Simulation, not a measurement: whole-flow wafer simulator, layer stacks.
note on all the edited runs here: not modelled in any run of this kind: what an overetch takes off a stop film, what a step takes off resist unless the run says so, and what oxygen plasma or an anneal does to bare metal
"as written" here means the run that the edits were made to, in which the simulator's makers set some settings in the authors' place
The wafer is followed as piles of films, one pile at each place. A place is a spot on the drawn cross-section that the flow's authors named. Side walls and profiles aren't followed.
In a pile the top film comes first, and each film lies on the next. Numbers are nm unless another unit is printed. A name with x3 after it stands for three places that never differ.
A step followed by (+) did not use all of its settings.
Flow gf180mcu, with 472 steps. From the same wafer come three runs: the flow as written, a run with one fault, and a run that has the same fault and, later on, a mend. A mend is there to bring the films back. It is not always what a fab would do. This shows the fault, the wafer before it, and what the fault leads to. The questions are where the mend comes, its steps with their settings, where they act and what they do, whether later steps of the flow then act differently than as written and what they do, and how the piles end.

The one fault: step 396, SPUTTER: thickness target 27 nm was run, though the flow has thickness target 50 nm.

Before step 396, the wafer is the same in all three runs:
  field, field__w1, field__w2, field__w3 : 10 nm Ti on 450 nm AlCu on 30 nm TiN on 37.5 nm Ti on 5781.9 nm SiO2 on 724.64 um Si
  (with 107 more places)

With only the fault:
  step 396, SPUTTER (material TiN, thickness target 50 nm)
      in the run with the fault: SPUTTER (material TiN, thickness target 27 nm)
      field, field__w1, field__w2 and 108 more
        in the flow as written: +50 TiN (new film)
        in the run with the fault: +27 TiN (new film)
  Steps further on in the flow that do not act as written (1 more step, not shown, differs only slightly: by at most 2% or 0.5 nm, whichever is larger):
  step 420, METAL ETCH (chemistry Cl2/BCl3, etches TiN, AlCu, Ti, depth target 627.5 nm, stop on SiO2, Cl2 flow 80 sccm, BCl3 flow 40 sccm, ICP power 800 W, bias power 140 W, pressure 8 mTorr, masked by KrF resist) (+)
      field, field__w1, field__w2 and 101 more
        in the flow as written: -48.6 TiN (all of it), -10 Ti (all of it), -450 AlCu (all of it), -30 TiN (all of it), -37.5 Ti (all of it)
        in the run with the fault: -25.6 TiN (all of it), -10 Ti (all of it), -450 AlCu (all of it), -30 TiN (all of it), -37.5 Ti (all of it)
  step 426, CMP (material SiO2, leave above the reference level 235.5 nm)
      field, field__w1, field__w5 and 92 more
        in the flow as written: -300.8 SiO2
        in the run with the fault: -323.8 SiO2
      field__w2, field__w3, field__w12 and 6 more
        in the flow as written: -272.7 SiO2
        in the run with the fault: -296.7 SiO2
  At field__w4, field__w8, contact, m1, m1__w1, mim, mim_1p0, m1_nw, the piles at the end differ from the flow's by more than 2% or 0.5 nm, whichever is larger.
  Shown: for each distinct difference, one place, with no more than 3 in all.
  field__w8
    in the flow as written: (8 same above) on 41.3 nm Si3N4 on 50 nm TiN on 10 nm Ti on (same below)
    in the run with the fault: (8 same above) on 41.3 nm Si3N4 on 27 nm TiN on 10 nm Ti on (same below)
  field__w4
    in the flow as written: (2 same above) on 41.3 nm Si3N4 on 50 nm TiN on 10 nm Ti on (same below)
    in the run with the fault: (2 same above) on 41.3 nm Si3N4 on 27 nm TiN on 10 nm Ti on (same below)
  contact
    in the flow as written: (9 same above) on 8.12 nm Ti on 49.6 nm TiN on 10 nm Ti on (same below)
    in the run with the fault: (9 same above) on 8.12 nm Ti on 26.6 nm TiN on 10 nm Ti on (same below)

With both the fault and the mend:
  After step 396 comes the mend.
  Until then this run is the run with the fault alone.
  step 396a, SPUTTER (material TiN, thickness target 23 nm) (a further turn of the flow's step 396, with different settings)
      field, field__w1, field__w2 and 108 more
        +23 TiN
  None of the later steps of the flow acts differently than as written at any place that is followed.
  The piles end the same as the flow's at every place that both follow.
